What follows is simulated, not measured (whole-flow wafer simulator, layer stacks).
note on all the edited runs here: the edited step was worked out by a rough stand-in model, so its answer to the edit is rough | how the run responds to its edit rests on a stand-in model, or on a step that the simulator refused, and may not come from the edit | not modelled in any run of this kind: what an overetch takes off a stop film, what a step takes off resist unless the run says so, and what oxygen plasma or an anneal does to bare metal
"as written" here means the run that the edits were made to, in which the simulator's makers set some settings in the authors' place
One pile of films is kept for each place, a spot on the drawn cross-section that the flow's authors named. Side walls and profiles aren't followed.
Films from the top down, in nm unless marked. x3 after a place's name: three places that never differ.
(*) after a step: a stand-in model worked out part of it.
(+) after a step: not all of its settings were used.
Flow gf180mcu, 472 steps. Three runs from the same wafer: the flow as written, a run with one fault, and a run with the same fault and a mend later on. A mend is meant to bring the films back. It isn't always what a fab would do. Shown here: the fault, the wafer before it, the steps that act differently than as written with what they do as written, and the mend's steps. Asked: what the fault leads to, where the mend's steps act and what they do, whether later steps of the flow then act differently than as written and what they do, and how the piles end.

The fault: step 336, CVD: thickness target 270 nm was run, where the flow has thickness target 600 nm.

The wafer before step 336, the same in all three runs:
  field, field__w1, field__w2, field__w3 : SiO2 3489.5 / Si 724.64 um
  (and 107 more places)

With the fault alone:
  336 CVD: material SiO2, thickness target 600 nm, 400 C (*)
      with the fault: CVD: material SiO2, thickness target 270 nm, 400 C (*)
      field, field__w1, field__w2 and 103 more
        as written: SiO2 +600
        with the fault: SiO2 +270
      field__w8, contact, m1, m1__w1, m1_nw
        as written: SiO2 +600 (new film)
        with the fault: SiO2 +270 (new film)
  Later steps of the flow that act differently than as written (10 more steps differ only slightly, by at most 2% or 0.5 nm, whichever is larger, and aren't shown):
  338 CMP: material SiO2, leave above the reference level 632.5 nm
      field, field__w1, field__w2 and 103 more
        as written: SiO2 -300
        with the fault: nothing
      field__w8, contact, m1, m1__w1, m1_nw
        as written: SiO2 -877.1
        with the fault: SiO2 -547.1
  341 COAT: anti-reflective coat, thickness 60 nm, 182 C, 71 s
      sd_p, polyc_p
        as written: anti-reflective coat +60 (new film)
        with the fault: anti-reflective coat +65.8 (new film)
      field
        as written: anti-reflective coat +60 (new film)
        with the fault: anti-reflective coat +71.8 (new film)
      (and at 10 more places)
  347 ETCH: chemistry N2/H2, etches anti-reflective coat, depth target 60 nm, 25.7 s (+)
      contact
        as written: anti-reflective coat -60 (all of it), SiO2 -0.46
        with the fault: anti-reflective coat -43.3 (all of it), SiO2 -0.89
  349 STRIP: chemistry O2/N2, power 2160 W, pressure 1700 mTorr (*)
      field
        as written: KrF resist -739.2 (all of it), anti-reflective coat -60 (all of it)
        with the fault: KrF resist -733.1 (all of it), anti-reflective coat -71.8 (all of it)
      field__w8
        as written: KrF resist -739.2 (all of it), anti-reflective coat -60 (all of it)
        with the fault: KrF resist -736.4 (all of it), anti-reflective coat -42.8 (all of it)
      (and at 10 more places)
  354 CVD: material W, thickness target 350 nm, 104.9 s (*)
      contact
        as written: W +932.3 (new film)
        with the fault: W +902 (new film)
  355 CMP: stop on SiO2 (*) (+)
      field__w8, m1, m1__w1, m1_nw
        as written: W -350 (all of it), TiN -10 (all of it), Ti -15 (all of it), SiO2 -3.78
        with the fault: W -350 (all of it), TiN -10 (all of it), Ti -15 (all of it), SiO2 -5.01
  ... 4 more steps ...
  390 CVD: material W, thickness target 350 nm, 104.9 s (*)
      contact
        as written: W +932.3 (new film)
        with the fault: W +961.3 (new film)
  At the end the piles differ from the flow's by more than 2% or 0.5 nm, whichever is larger, at contact.
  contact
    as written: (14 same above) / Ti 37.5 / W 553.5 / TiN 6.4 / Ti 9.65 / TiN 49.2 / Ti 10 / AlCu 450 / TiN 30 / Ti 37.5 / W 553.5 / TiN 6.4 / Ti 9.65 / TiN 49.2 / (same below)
    with the fault: (14 same above) / Ti 37.5 / W 582.6 / TiN 6.3 / Ti 9.49 / TiN 49.2 / Ti 10 / AlCu 450 / TiN 30 / Ti 37.5 / W 523.2 / TiN 6.52 / Ti 9.82 / TiN 49.2 / (same below)

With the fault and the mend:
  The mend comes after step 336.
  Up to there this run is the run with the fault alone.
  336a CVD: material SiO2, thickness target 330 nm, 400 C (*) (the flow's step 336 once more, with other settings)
      field, field__w1, field__w2 and 108 more
        SiO2 +330
  No later step of the flow acts differently than as written at any place that is followed.
  At the end the piles are the same as the flow's at every place that both follow.
